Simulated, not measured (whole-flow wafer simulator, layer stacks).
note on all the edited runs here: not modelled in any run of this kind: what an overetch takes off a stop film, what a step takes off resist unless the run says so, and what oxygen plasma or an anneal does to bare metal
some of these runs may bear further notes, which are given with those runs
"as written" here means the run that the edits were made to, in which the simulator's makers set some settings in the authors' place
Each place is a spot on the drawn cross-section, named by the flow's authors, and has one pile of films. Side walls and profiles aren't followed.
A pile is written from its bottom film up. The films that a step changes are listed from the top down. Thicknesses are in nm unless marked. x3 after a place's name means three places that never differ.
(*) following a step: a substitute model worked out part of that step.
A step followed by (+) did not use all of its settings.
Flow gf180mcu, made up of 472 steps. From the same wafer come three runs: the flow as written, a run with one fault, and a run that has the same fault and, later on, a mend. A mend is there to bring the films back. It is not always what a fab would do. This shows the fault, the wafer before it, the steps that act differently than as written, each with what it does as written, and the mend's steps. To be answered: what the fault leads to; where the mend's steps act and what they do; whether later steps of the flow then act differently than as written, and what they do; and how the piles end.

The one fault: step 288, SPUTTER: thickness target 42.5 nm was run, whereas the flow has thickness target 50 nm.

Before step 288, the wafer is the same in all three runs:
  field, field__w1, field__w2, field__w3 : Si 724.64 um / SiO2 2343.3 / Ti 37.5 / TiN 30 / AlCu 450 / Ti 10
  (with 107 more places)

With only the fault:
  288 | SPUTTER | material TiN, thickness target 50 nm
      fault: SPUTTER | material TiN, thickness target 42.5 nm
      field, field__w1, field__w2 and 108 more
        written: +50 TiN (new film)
        fault: +42.5 TiN (new film)
  Later steps of the flow acting differently than as written (5 more steps, not shown, differ only slightly: by at most 2% or 0.5 nm, whichever is larger):
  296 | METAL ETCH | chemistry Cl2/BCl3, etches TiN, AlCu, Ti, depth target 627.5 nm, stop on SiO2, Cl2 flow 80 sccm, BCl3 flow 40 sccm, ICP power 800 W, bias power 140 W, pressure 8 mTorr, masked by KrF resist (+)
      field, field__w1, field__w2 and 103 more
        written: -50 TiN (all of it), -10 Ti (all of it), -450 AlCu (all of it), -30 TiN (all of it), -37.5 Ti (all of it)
        fault: -42.5 TiN (all of it), -10 Ti (all of it), -450 AlCu (all of it), -30 TiN (all of it), -37.5 Ti (all of it)
  At field__w8, contact, m1, m1__w1, m1_nw, the piles at the end differ from the flow's by more than 2% or 0.5 nm, whichever is larger.
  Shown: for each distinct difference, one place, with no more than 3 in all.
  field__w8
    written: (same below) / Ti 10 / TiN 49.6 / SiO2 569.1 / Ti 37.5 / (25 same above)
    fault: (same below) / Ti 10 / TiN 42.1 / SiO2 576.6 / Ti 37.5 / (25 same above)
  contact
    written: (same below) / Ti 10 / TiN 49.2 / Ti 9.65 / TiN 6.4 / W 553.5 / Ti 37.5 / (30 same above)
    fault: (same below) / Ti 10 / TiN 41.7 / Ti 9.61 / TiN 6.38 / W 561.1 / Ti 37.5 / (30 same above)

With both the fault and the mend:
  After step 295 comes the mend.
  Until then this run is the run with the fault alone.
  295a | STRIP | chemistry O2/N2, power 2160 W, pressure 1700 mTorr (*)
      field__w8, contact, m1, m1__w1, m1_nw
        -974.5 KrF resist (all of it)
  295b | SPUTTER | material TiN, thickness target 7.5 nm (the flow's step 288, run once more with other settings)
      field, field__w1, field__w2 and 108 more
        +7.5 TiN
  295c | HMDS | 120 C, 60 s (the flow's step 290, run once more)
      leaves every film unchanged at each place that is followed
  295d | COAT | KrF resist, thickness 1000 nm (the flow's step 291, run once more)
      field, field__w1, field__w2 and 108 more
        +1000 KrF resist (new film)
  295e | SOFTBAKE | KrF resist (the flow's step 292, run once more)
      leaves every film unchanged at each place that is followed
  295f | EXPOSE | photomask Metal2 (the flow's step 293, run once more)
      leaves every film unchanged at each place that is followed
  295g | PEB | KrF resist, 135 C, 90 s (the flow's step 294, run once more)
      field, field__w1, field__w2 and 108 more
        -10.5 KrF resist
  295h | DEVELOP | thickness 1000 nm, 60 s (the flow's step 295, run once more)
      field, field__w1, field__w2 and 103 more
        -989.5 KrF resist (all of it)
      field__w8, contact, m1, m1__w1, m1_nw
        -14.9 KrF resist
  Every later step of the flow that is run acts as written at every place that is followed.
  At every place that both follow, the piles at the end match the flow's.
